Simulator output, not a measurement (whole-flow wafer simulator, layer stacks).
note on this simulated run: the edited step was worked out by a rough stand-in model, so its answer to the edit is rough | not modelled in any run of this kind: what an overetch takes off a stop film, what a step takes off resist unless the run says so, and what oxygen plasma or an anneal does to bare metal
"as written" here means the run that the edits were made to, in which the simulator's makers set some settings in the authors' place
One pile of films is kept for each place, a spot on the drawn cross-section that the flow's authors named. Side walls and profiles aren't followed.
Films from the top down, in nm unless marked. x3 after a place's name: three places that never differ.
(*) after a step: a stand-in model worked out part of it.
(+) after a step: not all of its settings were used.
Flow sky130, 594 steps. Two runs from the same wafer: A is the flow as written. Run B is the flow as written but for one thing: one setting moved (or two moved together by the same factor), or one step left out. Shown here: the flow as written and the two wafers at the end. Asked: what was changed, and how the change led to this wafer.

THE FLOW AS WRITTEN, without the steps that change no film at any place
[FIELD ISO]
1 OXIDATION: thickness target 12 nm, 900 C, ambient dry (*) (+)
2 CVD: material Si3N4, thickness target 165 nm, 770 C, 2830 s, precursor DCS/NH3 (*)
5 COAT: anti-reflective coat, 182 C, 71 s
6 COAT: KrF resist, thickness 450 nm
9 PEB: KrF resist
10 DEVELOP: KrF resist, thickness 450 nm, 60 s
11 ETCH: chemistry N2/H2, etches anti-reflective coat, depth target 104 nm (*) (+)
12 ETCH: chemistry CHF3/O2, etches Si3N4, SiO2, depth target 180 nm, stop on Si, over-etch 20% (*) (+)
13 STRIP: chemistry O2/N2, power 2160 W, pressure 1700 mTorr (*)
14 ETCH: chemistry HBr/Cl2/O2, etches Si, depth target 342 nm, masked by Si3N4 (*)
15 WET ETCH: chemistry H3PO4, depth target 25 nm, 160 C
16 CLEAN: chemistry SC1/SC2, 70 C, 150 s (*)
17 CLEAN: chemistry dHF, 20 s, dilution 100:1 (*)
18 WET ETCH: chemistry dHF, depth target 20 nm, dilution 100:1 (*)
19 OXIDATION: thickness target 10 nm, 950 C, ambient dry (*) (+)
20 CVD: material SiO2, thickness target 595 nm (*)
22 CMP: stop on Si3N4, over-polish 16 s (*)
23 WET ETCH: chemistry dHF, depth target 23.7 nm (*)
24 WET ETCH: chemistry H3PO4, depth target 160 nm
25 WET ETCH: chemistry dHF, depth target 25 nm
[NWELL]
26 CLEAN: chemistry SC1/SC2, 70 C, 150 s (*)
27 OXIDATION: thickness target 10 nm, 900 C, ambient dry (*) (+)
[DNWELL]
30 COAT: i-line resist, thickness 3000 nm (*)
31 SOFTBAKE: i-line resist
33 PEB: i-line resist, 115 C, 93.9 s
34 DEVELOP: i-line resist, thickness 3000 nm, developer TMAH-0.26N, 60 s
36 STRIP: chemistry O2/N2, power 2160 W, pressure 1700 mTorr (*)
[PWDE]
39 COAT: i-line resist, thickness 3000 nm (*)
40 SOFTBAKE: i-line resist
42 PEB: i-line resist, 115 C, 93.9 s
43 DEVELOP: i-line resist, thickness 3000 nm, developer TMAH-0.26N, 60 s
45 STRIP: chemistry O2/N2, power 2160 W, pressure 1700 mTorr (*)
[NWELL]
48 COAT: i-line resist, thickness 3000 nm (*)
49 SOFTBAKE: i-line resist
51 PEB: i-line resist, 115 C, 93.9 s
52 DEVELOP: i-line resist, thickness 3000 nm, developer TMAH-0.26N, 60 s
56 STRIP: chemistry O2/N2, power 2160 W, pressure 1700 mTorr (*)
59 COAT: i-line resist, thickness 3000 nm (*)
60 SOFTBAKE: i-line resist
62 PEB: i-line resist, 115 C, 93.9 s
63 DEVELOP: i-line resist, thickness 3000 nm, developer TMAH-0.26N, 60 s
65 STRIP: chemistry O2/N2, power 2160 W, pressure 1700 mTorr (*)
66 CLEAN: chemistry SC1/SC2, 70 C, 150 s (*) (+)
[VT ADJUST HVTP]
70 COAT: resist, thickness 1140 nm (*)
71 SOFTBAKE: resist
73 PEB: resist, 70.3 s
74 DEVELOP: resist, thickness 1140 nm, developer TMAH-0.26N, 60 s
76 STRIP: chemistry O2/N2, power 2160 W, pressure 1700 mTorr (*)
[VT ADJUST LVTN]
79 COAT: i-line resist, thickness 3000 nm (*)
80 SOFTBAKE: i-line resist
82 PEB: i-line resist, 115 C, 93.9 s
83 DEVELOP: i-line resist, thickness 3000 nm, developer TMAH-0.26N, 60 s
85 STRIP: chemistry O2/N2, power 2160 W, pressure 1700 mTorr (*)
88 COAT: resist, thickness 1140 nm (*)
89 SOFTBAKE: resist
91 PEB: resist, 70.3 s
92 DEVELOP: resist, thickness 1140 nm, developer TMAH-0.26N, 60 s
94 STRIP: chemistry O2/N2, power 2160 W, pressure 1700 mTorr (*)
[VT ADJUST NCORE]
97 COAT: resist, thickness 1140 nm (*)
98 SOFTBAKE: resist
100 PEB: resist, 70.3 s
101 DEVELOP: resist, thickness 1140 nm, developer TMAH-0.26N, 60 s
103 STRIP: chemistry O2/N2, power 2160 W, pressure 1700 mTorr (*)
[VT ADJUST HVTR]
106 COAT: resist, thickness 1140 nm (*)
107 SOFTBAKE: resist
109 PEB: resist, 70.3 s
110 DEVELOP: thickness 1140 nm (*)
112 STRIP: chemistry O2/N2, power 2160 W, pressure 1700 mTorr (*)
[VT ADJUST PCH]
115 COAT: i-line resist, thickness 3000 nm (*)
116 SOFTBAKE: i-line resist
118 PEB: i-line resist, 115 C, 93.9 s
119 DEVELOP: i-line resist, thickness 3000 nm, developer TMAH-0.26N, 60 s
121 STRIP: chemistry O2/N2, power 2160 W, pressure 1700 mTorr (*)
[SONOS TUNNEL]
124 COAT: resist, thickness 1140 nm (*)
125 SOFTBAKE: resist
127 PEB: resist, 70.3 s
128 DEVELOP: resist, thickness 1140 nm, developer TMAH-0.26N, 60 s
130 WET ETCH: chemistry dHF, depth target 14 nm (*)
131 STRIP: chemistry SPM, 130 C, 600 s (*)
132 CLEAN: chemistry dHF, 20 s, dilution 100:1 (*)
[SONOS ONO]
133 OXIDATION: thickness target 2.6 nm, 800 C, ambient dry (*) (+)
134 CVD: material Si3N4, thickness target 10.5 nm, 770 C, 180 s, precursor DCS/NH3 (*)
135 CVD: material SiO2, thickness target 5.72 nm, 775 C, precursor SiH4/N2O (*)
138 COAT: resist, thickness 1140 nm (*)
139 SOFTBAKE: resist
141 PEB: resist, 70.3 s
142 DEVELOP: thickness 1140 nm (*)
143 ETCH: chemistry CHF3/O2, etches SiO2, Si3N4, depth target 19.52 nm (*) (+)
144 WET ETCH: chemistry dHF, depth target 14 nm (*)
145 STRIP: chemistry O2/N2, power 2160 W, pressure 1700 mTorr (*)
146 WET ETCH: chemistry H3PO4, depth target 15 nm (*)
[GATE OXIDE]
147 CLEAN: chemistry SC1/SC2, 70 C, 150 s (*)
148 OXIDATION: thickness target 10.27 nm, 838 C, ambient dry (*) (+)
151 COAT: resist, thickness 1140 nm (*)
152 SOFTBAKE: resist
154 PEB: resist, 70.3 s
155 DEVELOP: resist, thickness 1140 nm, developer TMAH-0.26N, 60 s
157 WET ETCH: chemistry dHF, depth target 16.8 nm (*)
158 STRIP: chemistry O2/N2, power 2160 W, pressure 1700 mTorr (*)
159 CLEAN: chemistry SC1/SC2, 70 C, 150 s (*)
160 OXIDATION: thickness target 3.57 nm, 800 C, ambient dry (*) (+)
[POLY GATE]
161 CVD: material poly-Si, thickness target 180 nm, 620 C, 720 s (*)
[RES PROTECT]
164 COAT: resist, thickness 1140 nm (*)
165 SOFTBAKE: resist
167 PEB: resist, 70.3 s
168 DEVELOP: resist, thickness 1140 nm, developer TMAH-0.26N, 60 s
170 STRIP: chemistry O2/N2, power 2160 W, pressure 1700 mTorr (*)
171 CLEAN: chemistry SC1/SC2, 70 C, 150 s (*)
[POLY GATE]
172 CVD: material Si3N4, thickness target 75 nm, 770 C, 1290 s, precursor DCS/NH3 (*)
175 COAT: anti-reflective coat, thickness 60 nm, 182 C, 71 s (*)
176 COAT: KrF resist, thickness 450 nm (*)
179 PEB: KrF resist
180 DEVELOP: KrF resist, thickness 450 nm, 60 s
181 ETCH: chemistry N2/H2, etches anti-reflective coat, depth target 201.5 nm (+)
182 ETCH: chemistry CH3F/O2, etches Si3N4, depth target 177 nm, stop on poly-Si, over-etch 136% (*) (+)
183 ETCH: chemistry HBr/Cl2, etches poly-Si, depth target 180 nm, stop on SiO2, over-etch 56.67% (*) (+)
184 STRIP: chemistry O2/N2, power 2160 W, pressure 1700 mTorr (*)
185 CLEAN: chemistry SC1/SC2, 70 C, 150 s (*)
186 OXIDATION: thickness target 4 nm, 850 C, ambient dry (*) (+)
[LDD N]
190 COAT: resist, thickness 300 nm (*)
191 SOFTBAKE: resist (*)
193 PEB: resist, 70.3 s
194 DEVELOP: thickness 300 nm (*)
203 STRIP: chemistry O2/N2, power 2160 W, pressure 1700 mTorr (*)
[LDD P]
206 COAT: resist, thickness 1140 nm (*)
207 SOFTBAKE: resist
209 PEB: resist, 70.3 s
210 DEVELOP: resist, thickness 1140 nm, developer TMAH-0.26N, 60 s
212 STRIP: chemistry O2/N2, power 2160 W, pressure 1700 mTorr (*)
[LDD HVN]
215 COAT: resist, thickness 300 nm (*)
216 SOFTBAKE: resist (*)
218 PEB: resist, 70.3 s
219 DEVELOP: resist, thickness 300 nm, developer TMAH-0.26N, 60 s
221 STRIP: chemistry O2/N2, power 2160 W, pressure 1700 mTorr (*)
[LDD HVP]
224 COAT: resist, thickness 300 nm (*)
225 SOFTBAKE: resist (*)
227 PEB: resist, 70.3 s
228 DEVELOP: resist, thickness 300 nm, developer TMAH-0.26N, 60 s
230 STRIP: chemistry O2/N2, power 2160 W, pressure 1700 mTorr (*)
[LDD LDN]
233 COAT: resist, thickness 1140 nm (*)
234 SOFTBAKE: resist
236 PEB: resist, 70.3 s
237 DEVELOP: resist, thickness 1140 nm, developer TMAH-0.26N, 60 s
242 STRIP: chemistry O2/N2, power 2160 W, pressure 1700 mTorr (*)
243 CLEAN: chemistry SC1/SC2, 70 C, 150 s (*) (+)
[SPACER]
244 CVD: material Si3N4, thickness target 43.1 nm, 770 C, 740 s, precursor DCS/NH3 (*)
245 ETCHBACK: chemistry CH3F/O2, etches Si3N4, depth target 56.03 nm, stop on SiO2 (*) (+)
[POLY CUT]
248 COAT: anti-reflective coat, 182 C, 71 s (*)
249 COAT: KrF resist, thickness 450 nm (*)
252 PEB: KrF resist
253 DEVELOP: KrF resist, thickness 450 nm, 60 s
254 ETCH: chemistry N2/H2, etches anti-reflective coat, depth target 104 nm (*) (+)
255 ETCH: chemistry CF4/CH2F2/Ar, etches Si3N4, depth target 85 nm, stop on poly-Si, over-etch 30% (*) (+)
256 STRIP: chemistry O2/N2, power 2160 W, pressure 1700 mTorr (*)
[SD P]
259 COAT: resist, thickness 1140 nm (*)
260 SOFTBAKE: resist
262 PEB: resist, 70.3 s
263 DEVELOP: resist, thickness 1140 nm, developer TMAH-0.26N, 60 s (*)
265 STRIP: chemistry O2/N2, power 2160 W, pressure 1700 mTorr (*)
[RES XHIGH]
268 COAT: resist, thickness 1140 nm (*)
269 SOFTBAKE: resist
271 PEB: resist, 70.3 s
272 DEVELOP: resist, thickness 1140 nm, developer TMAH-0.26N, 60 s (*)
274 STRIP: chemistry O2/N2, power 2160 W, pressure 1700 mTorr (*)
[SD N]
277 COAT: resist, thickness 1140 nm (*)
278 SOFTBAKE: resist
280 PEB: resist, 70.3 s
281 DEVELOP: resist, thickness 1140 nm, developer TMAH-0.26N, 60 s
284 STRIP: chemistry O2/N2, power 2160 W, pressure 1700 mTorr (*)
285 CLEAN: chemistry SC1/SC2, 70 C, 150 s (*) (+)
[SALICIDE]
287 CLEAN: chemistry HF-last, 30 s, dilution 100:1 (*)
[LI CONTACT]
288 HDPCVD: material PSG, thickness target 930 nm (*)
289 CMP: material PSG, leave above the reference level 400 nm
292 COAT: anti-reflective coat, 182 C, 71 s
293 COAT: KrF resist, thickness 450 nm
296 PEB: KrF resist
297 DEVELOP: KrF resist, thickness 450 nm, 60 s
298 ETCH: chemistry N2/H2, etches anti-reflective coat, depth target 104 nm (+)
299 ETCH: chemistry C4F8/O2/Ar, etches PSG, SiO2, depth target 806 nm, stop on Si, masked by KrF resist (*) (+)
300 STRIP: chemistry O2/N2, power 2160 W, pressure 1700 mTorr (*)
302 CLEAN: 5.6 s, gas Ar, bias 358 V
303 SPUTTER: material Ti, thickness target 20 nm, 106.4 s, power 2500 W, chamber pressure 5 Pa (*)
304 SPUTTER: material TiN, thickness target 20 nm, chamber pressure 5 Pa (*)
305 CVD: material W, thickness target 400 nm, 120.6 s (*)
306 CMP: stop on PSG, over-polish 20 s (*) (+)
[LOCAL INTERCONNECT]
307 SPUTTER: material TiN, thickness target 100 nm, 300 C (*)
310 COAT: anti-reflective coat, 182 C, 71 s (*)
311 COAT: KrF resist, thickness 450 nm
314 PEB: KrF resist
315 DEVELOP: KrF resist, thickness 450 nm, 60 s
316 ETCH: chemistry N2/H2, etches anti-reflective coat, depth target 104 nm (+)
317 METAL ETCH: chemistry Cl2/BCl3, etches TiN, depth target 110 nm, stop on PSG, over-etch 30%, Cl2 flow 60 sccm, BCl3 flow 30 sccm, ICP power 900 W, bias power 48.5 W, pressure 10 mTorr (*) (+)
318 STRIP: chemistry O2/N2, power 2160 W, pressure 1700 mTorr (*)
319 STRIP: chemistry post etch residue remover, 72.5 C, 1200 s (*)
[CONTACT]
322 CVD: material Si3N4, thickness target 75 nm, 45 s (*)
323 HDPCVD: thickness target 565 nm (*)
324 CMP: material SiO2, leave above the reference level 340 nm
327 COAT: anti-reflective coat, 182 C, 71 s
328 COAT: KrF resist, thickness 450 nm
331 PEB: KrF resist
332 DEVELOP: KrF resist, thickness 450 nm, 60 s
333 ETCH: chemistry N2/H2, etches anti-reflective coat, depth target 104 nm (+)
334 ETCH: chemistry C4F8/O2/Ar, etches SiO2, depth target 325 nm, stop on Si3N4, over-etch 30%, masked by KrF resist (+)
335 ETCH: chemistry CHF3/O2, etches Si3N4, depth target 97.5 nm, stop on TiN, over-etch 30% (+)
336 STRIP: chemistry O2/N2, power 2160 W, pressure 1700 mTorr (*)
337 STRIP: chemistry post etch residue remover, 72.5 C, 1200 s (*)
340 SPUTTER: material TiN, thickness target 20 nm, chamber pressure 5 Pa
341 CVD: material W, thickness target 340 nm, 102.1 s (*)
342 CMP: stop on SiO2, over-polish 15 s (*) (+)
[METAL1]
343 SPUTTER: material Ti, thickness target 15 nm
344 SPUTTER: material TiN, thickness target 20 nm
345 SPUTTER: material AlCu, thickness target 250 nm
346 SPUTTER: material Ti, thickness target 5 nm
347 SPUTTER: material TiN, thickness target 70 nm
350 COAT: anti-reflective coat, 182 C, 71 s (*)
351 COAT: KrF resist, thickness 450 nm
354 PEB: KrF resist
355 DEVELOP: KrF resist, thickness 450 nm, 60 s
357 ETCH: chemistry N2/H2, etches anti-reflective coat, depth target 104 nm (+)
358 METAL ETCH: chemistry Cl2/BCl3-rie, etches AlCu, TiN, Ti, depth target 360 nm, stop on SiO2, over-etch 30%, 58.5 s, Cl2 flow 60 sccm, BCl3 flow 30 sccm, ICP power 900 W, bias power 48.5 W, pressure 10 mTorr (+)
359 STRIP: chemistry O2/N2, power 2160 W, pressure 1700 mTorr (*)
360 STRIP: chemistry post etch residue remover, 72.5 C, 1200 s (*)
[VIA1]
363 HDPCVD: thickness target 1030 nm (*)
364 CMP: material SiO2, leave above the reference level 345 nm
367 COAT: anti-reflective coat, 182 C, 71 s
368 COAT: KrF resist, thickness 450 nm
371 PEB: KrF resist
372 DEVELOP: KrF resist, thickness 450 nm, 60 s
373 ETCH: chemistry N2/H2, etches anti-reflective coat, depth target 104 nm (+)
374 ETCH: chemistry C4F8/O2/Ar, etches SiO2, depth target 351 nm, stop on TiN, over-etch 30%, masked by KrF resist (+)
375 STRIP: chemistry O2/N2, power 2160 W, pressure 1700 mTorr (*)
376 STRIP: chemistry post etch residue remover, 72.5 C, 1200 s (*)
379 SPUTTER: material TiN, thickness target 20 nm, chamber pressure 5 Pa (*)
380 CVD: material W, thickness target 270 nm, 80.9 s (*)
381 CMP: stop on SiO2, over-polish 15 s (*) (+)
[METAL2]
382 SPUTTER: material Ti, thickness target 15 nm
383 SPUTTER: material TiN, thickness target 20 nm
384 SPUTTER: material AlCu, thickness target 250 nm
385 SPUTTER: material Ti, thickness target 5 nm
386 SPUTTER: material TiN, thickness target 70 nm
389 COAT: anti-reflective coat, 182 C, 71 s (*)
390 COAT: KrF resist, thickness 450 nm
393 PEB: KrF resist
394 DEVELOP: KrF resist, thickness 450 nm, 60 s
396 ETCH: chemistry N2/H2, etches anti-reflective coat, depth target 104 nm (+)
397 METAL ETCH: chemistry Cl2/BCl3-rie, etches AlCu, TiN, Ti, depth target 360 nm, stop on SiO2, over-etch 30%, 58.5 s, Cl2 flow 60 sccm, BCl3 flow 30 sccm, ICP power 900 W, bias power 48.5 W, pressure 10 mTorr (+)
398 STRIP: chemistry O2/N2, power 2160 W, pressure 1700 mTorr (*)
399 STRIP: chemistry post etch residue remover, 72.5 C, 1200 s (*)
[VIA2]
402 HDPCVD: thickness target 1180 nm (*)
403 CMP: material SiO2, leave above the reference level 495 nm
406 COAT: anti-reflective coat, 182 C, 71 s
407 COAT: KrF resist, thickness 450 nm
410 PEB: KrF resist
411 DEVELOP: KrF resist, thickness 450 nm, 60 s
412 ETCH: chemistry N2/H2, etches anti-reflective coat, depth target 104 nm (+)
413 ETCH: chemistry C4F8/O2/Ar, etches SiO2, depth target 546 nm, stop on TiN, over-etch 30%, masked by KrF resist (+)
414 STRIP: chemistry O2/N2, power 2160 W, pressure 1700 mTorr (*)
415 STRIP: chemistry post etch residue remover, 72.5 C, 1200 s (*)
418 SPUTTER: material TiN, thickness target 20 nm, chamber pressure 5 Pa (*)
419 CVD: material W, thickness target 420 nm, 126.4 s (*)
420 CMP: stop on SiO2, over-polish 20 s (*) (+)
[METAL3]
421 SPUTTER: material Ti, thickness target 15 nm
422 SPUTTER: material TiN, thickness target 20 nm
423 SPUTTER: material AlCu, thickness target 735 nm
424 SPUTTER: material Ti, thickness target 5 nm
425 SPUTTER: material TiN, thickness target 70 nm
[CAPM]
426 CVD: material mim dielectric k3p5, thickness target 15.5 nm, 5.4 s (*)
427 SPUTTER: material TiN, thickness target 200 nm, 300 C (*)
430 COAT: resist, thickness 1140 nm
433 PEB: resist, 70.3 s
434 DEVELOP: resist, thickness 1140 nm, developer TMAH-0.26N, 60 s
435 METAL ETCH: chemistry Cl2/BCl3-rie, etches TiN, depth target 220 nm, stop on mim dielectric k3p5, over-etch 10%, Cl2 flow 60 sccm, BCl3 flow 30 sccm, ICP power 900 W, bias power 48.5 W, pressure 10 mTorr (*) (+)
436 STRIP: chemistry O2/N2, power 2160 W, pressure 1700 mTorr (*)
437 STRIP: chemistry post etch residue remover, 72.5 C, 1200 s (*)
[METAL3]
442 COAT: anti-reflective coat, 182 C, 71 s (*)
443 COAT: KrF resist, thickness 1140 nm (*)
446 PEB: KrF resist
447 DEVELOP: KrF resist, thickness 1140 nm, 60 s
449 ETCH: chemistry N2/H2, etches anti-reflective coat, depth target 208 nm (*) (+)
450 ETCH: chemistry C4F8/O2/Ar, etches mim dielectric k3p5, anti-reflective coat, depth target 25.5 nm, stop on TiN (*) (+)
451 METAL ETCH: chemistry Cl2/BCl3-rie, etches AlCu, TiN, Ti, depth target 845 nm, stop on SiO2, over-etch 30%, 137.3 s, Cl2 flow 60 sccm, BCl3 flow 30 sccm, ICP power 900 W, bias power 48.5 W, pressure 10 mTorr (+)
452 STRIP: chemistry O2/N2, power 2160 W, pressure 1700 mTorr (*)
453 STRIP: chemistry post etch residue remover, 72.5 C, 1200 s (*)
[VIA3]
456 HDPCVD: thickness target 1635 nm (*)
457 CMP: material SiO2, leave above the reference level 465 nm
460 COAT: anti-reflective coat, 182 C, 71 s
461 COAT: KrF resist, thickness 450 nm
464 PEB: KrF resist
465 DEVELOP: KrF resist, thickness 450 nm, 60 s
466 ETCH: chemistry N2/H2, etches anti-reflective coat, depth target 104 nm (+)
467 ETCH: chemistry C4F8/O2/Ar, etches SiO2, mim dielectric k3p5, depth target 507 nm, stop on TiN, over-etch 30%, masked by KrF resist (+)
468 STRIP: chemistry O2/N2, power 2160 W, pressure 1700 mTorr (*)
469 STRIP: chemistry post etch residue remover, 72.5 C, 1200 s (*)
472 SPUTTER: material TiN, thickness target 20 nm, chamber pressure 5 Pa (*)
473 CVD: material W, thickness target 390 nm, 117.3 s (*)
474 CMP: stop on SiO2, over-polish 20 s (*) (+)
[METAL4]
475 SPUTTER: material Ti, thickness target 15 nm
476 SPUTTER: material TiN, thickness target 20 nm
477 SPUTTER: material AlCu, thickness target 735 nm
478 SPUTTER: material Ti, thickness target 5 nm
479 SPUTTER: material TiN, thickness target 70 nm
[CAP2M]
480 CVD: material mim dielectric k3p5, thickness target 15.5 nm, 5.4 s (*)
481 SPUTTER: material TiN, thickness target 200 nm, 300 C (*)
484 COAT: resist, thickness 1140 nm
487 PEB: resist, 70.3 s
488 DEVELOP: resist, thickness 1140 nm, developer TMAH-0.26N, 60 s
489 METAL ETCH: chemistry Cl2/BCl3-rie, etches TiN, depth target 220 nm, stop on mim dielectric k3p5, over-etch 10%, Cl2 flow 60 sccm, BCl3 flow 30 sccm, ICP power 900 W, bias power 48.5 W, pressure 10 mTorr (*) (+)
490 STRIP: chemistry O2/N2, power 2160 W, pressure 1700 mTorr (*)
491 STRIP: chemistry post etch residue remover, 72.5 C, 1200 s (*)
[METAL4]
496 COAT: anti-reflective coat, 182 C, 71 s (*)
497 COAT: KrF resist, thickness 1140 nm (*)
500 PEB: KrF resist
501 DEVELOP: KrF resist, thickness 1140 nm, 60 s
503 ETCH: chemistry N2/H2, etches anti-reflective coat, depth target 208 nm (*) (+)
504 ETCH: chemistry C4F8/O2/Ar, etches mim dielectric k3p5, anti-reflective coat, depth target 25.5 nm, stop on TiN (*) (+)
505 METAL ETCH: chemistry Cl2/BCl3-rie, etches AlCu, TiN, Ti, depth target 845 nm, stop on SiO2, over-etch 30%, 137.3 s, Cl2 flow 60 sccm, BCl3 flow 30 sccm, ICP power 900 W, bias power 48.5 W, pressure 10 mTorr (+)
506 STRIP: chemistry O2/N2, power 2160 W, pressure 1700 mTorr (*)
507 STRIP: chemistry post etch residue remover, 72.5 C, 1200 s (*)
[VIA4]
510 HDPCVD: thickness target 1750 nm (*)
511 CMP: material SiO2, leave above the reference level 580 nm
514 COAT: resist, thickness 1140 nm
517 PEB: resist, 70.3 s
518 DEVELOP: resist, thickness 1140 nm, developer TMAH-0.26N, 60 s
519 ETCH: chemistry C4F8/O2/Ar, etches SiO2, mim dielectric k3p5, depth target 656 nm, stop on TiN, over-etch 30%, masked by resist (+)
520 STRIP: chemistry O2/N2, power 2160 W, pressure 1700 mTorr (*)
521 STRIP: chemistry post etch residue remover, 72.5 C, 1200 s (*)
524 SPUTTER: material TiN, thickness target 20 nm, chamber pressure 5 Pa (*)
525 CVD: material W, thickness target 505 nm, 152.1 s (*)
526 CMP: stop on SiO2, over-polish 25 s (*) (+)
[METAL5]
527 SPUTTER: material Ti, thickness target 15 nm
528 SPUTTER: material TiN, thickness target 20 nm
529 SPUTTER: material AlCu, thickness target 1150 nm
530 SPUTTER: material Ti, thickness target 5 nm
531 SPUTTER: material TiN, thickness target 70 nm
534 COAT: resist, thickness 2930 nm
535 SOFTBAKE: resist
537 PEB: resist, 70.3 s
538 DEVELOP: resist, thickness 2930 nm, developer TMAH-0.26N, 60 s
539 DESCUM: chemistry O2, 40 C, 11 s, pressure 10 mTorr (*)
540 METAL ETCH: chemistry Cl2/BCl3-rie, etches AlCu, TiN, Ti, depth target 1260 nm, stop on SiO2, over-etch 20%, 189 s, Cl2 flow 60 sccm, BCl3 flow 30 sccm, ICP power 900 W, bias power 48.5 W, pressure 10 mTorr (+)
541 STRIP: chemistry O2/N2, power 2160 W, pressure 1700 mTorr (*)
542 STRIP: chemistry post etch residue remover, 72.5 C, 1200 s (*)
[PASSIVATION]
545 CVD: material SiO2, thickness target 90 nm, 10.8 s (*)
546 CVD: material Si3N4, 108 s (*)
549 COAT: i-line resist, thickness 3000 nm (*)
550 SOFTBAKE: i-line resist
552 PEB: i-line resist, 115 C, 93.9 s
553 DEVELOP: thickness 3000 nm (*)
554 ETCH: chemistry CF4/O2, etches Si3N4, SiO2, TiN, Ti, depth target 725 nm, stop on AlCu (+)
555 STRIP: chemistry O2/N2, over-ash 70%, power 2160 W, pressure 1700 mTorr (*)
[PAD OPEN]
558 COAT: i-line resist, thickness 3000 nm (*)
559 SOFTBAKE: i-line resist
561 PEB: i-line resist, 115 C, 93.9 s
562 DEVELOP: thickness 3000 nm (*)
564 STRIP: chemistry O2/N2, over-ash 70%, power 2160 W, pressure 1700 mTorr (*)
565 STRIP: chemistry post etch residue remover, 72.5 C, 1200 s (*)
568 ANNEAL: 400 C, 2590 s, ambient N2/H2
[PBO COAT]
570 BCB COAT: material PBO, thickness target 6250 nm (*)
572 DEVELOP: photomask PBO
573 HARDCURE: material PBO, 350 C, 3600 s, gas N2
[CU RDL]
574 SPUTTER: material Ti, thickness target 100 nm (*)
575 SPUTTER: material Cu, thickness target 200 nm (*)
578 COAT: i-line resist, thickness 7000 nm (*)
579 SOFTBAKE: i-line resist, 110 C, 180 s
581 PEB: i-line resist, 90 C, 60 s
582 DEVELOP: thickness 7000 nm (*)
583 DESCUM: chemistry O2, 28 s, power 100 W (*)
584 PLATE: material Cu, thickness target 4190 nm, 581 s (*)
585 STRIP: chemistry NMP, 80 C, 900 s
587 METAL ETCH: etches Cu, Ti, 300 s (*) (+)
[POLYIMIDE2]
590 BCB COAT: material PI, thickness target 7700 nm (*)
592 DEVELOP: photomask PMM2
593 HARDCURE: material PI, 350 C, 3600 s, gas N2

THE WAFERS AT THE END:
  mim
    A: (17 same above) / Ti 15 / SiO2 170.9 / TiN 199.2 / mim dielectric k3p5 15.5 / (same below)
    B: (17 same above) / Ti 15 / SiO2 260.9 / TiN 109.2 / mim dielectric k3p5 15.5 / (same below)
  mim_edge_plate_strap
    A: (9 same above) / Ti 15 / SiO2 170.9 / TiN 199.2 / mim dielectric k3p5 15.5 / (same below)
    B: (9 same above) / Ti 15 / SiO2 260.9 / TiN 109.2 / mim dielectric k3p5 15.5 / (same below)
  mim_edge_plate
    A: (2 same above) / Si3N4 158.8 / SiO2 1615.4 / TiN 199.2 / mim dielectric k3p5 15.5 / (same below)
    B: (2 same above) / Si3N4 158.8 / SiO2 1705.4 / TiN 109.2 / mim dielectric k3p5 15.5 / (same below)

The cause: step 427, SPUTTER: thickness target 110 nm was run, where the flow has thickness target 200 nm.

How the change led to this, step by step:
  427 SPUTTER: material TiN, thickness target 200 nm, 300 C (*)
      field, active, n_well and 188 more: A TiN +200 (new film) | B TiN +110 (new film)
  435 METAL ETCH: chemistry Cl2/BCl3-rie, etches TiN, depth target 220 nm, stop on mim dielectric k3p5, over-etch 10%, Cl2 flow 60 sccm, BCl3 flow 30 sccm, ICP power 900 W, bias power 48.5 W, pressure 10 mTorr (*) (+)
      field, active, n_well and 185 more: A TiN -200 (all of it) | B TiN -110 (all of it)
      mim, mim_edge_plate_strap, mim_edge_plate: A resist -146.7 | B resist -80.7
  436 STRIP: chemistry O2/N2, power 2160 W, pressure 1700 mTorr (*)
      mim, mim_edge_plate_strap, mim_edge_plate: A resist -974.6 (all of it) | B resist -1040.6 (all of it)
  442 COAT: anti-reflective coat, 182 C, 71 s (*)
      poly_licon, rpo_hd_licon: A anti-reflective coat +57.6 (new film) | B anti-reflective coat +79.9 (new film)
      mim: A anti-reflective coat +40.4 (new film) | B anti-reflective coat +30.6 (new film)
      (and at 8 more places)
  443 COAT: KrF resist, thickness 1140 nm (*)
      mim_edge_plate_strap, mim_edge_plate: A KrF resist +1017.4 (new film) | B KrF resist +1107.4 (new film)
      poly_licon, rpo_hd_licon: A KrF resist +1171.3 (new film) | B KrF resist +1146.5 (new film)
      (and at 3 more places)
  447 DEVELOP: KrF resist, thickness 1140 nm, 60 s
      poly_licon, rpo_hd_licon: A KrF resist -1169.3 (all of it) | B KrF resist -1144.5 (all of it)
      rxpo_ln: A KrF resist -1165.6 (all of it) | B KrF resist -1139 (all of it)
  449 ETCH: chemistry N2/H2, etches anti-reflective coat, depth target 208 nm (*) (+)
      poly_licon, rpo_hd_licon: A anti-reflective coat -57.6 (all of it) | B anti-reflective coat -79.9 (all of it)
      rpo_hd: A anti-reflective coat -62 (all of it) | B anti-reflective coat -76.6 (all of it)
      (and at 2 more places)
  452 STRIP: chemistry O2/N2, power 2160 W, pressure 1700 mTorr (*)
      mim_edge_plate_strap, mim_edge_plate: A KrF resist -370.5 (all of it), anti-reflective coat -3 (all of it) | B KrF resist -460.3 (all of it), anti-reflective coat -3 (all of it)
      mim: A KrF resist -378.7 (all of it), anti-reflective coat -40.4 (all of it) | B KrF resist -452.1 (all of it), anti-reflective coat -30.6 (all of it)
      (and at 5 more places)
  457 CMP: material SiO2, leave above the reference level 465 nm
      mim, mim_edge_plate_strap, mim_edge_plate: A SiO2 -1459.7 | B SiO2 -1369.7
